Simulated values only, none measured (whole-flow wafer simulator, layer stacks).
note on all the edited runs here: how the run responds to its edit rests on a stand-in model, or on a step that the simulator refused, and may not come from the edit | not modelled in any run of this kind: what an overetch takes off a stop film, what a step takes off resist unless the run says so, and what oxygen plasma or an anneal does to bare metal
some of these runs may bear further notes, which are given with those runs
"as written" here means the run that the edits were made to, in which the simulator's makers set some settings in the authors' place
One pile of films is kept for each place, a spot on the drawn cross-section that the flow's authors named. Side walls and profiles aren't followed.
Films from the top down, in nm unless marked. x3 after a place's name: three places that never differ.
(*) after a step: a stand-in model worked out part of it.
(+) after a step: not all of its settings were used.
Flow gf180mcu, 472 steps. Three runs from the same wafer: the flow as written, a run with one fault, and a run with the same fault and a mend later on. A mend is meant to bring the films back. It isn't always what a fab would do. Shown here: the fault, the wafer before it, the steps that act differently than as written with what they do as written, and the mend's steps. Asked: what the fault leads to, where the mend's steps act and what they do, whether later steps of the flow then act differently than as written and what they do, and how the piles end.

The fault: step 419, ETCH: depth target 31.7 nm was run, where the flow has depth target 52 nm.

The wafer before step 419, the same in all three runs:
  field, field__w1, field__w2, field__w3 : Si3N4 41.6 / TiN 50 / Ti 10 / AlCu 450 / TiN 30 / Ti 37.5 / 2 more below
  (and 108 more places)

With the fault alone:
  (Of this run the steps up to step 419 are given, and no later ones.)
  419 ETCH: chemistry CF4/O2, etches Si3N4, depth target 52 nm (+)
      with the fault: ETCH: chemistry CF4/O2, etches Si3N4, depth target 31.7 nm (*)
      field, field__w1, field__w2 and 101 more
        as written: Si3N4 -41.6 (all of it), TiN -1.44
        with the fault: Si3N4 -31.7
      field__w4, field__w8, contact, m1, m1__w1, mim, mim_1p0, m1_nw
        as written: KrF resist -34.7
        with the fault: KrF resist -21.1
  After step 419 the piles differ from the flow's by more than 2% or 0.5 nm, whichever is larger, at field, field__w1, field__w2 and 101 more.
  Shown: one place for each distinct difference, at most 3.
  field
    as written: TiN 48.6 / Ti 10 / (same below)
    with the fault: Si3N4 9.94 / TiN 50 / Ti 10 / (same below)

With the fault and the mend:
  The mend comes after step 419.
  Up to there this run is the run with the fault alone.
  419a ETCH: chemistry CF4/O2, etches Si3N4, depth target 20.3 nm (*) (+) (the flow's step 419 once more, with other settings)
      field, field__w1, field__w2 and 101 more
        Si3N4 -9.94 (all of it), TiN -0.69
      field__w4, field__w8, contact, m1, m1__w1, mim, mim_1p0, m1_nw
        KrF resist -9.94
  No later step of the flow acts differently than as written, at any place that is followed, by more than 2% or 0.5 nm, whichever is larger.
  At the end the piles are the same as the flow's at every place that both follow.
